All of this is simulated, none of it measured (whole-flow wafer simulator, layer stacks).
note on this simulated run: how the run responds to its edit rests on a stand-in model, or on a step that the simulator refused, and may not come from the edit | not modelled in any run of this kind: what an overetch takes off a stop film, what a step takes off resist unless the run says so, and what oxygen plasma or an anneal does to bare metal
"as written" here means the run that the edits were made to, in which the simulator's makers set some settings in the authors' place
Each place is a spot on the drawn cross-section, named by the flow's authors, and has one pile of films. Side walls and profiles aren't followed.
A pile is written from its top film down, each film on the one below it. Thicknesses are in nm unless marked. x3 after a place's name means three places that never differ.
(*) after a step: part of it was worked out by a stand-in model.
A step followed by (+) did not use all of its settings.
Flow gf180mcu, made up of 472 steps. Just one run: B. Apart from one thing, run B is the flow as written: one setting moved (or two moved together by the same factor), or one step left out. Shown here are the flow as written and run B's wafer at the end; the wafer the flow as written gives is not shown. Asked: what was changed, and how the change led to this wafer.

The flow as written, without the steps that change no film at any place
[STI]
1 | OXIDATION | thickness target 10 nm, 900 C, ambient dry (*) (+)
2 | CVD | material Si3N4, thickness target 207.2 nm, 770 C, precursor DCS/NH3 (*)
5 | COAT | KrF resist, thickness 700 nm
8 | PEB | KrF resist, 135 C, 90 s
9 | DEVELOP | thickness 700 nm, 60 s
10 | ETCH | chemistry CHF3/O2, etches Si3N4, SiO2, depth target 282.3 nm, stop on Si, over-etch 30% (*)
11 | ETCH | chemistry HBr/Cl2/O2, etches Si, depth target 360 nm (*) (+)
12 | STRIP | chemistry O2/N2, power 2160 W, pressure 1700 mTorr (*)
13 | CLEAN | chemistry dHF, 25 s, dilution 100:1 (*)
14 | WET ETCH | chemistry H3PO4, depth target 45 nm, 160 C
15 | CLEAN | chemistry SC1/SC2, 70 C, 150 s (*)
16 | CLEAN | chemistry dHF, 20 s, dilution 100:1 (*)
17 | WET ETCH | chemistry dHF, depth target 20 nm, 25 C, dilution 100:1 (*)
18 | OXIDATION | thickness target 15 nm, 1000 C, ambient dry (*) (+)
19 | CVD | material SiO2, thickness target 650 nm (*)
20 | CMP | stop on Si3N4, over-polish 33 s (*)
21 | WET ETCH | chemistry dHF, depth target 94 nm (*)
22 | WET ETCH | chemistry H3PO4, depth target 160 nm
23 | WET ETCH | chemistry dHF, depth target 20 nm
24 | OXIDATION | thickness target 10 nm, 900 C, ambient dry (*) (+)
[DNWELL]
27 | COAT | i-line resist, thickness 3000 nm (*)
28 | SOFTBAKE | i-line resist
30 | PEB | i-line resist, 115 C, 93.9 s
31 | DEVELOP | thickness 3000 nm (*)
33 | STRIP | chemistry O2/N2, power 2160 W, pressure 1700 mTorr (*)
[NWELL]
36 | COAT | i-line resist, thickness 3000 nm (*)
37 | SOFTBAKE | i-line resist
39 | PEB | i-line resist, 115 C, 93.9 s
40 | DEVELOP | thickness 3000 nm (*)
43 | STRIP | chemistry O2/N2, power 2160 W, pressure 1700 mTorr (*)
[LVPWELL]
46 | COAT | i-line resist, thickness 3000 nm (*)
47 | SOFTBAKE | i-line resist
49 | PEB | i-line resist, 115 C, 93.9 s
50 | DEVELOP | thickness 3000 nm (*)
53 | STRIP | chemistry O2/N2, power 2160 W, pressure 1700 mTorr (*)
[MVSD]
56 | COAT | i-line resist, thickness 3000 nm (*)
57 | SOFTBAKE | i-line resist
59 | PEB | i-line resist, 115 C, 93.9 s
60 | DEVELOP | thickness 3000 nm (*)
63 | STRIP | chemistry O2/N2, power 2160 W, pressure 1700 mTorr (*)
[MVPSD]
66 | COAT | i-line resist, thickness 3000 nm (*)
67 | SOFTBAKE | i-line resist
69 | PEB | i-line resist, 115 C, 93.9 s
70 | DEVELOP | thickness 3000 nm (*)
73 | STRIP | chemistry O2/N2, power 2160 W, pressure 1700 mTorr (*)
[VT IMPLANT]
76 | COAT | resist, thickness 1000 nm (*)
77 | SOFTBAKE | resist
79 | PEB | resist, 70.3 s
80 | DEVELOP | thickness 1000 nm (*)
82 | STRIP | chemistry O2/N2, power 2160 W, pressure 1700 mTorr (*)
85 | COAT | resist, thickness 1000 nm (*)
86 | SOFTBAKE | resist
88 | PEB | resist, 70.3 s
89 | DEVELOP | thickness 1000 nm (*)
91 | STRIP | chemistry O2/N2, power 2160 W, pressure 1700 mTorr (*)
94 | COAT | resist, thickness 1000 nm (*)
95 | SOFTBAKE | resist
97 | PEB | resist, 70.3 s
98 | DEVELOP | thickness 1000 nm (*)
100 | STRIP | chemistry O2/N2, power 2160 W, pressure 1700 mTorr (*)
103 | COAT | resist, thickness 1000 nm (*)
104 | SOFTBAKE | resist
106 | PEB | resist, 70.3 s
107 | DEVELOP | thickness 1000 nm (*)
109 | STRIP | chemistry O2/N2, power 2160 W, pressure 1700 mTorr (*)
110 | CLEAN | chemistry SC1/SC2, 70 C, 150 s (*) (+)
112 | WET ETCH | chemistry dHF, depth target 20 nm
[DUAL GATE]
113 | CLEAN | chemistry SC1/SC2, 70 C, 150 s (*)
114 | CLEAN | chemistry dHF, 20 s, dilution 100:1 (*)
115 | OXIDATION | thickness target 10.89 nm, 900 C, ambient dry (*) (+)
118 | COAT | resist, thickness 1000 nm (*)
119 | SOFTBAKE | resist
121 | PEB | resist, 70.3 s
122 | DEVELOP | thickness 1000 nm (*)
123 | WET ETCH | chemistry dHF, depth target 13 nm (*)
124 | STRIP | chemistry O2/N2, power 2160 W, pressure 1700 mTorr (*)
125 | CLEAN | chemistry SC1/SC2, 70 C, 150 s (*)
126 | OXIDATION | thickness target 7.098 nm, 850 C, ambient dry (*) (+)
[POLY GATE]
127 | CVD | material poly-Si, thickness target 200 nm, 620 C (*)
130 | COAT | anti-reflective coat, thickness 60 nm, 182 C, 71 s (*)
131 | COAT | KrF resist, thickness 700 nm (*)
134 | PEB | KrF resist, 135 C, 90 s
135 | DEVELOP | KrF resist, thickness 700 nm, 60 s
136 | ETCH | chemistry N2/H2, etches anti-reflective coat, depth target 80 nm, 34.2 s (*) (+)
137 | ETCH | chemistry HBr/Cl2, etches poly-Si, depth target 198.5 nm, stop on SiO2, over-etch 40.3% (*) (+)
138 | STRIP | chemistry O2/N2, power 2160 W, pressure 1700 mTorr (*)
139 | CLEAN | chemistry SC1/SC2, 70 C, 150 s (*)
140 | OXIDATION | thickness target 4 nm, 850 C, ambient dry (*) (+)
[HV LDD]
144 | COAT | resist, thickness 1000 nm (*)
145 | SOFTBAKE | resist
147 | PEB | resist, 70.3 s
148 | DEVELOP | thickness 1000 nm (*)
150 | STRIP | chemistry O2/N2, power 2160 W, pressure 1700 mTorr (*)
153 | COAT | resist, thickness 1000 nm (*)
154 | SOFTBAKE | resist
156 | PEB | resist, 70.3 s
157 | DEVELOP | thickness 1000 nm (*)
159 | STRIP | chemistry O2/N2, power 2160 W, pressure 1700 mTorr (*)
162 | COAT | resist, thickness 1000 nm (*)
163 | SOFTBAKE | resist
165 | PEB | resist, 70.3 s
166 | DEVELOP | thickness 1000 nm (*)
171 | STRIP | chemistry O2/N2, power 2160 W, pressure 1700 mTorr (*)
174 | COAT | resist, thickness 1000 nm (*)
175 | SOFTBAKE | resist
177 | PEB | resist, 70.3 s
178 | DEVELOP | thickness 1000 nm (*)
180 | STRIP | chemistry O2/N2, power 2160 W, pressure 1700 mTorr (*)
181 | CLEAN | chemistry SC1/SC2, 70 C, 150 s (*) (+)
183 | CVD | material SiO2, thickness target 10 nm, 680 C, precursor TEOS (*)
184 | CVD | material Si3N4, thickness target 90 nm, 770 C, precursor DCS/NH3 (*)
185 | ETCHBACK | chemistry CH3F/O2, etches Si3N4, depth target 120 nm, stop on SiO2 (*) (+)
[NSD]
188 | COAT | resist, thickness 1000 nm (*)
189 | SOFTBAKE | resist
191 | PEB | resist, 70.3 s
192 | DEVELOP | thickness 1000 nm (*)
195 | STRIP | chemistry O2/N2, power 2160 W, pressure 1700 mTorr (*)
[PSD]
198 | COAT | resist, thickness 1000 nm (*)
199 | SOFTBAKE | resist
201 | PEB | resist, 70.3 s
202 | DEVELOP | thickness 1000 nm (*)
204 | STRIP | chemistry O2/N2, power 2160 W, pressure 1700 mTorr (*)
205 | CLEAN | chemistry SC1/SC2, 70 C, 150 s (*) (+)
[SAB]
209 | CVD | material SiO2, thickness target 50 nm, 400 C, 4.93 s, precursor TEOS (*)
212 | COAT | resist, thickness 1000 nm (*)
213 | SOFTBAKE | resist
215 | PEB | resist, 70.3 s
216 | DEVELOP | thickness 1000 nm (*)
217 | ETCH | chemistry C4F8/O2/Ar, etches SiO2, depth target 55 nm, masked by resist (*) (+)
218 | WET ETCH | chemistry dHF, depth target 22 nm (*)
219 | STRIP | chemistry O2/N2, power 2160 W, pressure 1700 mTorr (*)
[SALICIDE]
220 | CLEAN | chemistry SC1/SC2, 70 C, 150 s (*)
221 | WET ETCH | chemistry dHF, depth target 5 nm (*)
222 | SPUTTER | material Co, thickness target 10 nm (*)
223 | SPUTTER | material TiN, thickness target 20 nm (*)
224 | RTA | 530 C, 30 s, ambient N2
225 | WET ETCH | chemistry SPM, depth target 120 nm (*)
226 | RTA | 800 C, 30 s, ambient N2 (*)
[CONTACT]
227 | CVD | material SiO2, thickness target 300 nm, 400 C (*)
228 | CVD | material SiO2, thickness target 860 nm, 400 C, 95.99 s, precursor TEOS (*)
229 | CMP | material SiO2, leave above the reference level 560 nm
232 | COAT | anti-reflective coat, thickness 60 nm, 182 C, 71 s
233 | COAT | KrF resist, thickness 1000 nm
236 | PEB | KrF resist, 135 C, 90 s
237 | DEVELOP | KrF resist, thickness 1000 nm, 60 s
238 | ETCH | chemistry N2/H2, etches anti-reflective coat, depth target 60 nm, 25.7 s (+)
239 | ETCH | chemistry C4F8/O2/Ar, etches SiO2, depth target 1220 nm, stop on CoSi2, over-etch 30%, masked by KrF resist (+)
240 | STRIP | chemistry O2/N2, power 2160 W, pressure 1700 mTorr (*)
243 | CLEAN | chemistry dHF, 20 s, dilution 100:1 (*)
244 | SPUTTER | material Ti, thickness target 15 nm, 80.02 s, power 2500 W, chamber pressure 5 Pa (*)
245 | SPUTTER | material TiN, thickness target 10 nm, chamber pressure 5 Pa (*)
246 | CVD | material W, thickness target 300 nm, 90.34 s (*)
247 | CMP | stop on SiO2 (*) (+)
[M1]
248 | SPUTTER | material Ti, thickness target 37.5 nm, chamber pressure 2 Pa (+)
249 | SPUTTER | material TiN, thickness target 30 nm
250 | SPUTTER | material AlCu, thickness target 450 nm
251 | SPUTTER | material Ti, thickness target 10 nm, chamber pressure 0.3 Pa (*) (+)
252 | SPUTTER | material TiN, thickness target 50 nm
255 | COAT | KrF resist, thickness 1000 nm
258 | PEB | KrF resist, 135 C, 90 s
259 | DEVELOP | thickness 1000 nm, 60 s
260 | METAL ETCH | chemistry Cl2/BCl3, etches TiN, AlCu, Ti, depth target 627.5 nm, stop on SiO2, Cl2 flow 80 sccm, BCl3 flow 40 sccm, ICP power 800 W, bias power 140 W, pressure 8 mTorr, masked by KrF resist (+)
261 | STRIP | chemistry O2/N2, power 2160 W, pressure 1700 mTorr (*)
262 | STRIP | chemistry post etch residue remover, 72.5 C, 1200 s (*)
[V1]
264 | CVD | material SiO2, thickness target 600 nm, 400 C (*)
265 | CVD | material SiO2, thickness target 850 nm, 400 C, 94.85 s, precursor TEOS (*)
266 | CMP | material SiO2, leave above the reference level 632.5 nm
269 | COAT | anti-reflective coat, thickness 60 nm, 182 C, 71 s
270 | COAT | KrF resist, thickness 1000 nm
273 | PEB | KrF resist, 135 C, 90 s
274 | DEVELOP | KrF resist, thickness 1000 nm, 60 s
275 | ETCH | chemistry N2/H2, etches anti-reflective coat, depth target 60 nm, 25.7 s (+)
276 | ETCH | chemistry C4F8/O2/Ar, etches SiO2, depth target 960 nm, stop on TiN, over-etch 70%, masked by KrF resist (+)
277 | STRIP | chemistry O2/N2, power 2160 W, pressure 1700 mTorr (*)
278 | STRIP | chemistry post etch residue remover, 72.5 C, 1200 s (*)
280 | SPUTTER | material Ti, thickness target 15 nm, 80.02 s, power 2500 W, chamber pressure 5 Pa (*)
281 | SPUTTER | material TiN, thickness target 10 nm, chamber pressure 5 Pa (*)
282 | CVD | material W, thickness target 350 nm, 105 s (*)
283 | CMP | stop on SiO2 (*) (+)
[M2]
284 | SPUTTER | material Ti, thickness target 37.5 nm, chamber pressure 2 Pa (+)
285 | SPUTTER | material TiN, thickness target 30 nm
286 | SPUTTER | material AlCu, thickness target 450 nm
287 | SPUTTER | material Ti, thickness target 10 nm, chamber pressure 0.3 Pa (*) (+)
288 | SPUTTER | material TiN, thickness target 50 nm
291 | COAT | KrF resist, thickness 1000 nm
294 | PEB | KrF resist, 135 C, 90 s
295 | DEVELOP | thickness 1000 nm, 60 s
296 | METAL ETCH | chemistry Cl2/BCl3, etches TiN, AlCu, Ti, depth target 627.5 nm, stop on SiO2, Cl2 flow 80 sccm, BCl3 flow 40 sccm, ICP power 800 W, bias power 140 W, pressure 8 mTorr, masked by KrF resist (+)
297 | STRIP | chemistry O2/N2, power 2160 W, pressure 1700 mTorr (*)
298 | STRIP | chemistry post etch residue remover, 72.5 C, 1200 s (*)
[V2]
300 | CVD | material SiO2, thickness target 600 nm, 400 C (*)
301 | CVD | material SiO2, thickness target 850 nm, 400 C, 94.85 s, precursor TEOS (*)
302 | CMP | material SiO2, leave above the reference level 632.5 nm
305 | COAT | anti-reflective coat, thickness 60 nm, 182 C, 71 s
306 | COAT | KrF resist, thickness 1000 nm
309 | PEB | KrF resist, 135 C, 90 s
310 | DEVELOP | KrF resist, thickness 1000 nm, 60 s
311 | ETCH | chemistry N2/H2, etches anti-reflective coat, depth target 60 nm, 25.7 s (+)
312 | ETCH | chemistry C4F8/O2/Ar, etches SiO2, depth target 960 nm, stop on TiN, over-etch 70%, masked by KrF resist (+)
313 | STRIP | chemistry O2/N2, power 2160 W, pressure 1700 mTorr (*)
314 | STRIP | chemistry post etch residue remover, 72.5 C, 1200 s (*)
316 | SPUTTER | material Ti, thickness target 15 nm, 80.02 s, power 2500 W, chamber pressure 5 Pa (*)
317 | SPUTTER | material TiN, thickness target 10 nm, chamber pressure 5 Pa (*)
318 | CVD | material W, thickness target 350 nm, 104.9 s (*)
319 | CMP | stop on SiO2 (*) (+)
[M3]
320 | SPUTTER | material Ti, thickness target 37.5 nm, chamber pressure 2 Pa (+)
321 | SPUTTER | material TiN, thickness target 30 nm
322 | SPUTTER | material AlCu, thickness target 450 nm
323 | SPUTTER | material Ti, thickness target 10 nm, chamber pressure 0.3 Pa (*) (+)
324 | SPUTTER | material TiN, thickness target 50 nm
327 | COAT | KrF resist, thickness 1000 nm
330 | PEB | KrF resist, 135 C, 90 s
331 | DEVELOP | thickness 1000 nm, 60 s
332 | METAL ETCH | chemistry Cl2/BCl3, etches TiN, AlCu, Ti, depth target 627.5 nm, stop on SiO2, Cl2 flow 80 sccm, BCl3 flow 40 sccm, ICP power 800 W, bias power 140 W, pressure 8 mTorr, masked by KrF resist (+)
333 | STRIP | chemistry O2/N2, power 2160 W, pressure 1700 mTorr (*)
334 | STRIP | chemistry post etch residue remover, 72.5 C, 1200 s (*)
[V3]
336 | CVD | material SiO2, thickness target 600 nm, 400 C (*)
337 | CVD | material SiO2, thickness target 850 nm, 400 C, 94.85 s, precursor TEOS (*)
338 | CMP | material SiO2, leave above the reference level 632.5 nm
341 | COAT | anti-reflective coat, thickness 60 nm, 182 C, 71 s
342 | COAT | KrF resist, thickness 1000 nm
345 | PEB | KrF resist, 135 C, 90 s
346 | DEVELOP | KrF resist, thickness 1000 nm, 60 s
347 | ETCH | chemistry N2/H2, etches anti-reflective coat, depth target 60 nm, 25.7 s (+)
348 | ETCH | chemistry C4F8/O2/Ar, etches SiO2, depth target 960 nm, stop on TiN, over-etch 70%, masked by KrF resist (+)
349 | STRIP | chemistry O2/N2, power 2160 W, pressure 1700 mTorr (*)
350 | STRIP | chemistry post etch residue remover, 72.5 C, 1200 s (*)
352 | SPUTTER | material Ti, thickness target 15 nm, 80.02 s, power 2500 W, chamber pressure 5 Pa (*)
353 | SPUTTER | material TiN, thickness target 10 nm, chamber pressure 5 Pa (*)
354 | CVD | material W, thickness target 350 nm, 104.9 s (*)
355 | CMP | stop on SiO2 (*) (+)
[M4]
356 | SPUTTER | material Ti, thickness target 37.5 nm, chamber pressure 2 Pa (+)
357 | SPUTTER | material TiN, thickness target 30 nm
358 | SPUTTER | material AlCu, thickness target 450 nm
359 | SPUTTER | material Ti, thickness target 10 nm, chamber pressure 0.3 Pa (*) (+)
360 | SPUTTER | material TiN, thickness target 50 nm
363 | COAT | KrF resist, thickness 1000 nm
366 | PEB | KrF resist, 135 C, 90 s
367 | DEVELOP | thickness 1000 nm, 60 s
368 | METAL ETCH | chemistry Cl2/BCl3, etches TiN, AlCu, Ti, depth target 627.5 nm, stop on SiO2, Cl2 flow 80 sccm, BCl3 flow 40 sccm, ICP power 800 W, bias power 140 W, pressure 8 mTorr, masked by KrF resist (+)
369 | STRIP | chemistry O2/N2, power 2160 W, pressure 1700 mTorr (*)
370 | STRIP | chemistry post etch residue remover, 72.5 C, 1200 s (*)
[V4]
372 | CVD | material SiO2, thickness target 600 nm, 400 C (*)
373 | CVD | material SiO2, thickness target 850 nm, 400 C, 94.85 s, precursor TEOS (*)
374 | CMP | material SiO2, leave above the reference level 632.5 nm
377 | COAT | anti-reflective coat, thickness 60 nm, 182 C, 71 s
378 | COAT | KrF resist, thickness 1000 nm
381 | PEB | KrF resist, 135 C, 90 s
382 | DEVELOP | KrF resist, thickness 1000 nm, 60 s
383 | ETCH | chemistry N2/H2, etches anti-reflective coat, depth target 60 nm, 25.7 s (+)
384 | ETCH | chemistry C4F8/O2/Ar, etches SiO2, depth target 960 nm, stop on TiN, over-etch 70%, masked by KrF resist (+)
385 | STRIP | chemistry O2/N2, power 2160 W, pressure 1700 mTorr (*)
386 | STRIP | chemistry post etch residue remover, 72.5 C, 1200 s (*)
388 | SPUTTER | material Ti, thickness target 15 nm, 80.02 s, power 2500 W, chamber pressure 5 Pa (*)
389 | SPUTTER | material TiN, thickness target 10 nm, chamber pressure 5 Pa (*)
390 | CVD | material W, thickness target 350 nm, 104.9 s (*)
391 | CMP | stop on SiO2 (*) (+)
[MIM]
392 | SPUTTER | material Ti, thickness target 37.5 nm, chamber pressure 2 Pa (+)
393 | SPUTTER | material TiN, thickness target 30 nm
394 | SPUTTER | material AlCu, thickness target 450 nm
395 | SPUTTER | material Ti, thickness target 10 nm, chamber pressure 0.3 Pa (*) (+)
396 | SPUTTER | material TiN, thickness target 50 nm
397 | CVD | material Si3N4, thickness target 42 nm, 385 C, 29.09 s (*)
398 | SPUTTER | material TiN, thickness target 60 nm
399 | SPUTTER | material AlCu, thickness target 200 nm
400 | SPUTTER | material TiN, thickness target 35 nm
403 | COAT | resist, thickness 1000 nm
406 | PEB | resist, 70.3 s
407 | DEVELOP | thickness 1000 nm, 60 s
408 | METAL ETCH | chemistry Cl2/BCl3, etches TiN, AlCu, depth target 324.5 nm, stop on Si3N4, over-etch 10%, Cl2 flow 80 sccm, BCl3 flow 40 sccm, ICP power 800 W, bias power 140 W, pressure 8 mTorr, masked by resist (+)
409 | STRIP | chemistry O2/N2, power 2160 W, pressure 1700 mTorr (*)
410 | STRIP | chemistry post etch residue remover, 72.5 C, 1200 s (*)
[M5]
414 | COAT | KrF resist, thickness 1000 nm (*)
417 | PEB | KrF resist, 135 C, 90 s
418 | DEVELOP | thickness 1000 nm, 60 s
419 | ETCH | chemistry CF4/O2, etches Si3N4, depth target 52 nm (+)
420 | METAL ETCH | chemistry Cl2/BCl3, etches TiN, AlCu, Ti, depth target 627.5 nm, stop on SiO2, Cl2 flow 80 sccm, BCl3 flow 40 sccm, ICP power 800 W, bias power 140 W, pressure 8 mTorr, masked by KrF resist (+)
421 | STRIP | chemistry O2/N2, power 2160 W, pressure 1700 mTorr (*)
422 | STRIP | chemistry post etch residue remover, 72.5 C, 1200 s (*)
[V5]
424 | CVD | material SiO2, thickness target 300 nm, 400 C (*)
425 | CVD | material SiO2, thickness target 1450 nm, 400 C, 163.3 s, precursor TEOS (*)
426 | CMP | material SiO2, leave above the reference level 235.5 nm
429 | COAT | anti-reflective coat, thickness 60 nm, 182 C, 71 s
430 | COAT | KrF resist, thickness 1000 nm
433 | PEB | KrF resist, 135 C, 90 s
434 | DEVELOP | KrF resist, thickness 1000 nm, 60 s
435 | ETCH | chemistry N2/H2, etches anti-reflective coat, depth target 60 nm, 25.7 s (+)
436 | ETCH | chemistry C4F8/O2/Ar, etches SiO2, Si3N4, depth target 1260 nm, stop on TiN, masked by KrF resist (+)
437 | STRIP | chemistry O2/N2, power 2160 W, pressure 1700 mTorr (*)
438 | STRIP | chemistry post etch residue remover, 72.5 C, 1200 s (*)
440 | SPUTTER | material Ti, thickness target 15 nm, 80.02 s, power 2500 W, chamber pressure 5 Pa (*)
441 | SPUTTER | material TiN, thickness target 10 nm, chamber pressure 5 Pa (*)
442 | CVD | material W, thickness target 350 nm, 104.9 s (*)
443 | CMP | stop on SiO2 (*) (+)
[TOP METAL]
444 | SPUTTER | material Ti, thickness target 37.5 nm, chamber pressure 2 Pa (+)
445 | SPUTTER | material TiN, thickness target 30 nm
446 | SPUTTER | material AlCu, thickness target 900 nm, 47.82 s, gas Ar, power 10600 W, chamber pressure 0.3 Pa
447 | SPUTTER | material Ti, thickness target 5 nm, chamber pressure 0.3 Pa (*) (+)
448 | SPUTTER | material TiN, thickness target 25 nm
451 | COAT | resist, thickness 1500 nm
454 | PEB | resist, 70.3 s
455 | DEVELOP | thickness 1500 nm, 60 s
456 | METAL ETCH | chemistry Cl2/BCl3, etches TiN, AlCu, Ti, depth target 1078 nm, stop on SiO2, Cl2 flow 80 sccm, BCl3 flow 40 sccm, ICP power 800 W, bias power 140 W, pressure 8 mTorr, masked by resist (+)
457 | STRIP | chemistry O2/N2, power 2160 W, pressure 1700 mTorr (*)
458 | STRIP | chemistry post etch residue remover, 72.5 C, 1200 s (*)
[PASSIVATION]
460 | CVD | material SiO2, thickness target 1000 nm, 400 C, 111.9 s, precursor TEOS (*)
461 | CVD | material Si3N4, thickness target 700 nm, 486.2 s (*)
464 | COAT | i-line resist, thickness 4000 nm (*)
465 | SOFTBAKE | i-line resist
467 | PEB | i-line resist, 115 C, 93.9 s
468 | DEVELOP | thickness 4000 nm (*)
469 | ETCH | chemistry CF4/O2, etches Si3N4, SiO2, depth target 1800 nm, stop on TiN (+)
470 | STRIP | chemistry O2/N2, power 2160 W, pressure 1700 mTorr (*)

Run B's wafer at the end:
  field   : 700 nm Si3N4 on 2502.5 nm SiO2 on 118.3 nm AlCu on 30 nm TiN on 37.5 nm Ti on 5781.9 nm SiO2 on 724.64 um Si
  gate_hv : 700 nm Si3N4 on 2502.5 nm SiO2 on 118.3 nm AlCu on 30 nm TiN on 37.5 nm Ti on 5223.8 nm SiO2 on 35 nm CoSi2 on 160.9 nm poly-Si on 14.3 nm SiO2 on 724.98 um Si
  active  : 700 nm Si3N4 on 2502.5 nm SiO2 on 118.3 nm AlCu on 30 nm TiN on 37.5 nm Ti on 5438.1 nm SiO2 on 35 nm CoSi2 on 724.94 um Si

Cause: step 394, SPUTTER: thickness target 693 nm was run, whereas the flow has thickness target 450 nm.

How this came from the change, step by step:
  394 | SPUTTER | material AlCu, thickness target 450 nm
      field, field__w1, field__w2 and 108 more: +693 AlCu (new film) (it would be, as written: +450 AlCu (new film))
  420 | METAL ETCH | chemistry Cl2/BCl3, etches TiN, AlCu, Ti, depth target 627.5 nm, stop on SiO2, Cl2 flow 80 sccm, BCl3 flow 40 sccm, ICP power 800 W, bias power 140 W, pressure 8 mTorr, masked by KrF resist (+)
      field, field__w1, field__w2 and 101 more: -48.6 TiN (all of it), -10 Ti (all of it), -568.9 AlCu (it would be, as written: -48.6 TiN (all of it), -10 Ti (all of it), -450 AlCu (all of it), -30 TiN (all of it), -37.5 Ti (all of it))
  422 | STRIP | chemistry post etch residue remover, 72.5 C, 1200 s (*)
      field, field__w1, field__w2 and 101 more: -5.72 AlCu (it would be, as written: nothing)
  424 | CVD | material SiO2, thickness target 300 nm, 400 C (*)
      field, field__w1, field__w2 and 101 more: +300 SiO2 (new film) (it would be, as written: +300 SiO2)
  426 | CMP | material SiO2, leave above the reference level 235.5 nm
      field, field__w1, field__w5 and 92 more: -243.7 SiO2 (it would be, as written: -300.8 SiO2)
      field__w2, field__w3, field__w12 and 6 more: -212.9 SiO2 (it would be, as written: -272.7 SiO2)
With metal films that touch counted as one body, field has 1 body; the flow as written gives 0 bodies.
With metal films that touch counted as one body, gate_hv has 2 bodies (between them, from the top down: SiO2 5223.8); the flow as written gives 1 body.
With metal films that touch counted as one body, active has 2 bodies (between them, from the top down: SiO2 5438.1); the flow as written gives 1 body.
